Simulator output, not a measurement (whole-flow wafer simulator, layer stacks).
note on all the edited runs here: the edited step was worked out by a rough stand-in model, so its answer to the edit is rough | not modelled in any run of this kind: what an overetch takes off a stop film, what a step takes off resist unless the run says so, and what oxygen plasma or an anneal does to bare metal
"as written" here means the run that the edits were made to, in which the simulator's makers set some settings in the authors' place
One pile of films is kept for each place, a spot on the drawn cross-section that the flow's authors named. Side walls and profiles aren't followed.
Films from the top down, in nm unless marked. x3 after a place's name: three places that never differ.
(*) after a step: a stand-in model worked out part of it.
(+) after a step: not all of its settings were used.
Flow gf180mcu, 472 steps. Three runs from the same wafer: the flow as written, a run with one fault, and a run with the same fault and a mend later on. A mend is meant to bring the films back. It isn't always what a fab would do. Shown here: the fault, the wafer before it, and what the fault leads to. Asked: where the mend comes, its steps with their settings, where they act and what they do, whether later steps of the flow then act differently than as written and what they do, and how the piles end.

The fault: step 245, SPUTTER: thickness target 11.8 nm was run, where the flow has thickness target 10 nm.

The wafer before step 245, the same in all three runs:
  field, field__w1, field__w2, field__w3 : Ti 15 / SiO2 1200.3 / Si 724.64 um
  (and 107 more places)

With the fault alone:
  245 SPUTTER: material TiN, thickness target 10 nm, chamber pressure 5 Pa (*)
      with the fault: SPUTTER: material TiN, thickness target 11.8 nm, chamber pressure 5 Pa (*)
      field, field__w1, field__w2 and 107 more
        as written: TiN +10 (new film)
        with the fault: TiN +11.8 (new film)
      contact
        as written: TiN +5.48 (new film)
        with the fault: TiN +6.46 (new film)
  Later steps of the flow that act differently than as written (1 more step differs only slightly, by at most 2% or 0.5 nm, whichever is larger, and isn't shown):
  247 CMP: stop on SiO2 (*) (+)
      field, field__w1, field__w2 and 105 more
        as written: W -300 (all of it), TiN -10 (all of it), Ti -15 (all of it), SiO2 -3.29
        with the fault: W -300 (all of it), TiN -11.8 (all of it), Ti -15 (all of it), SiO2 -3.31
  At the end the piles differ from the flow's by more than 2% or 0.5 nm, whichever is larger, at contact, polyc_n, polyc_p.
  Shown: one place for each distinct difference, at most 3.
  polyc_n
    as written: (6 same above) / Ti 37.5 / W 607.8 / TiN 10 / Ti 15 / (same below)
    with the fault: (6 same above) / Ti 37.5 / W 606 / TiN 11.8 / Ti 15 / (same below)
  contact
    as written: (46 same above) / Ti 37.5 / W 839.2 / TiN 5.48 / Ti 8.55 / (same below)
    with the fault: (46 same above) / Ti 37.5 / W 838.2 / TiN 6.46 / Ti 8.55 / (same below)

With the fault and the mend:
  The mend comes after step 245.
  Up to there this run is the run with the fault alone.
  245a METAL ETCH: chemistry Cl2/BCl3, etches TiN, AlCu, Ti, depth target 1.8 nm, Cl2 flow 80 sccm, BCl3 flow 40 sccm, ICP power 800 W, bias power 140 W, pressure 8 mTorr
      field, field__w1, field__w2 and 108 more
        TiN -1.8
  No later step of the flow acts differently than as written, at any place that is followed, by more than 2% or 0.5 nm, whichever is larger.
  At the end the piles differ from the flow's by more than 2% or 0.5 nm, whichever is larger, at contact.
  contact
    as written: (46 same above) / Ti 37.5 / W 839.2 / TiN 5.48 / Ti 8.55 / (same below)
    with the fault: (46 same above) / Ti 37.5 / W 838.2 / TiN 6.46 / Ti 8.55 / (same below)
    with the mend: (46 same above) / Ti 37.5 / W 840 / TiN 4.66 / Ti 8.55 / (same below)
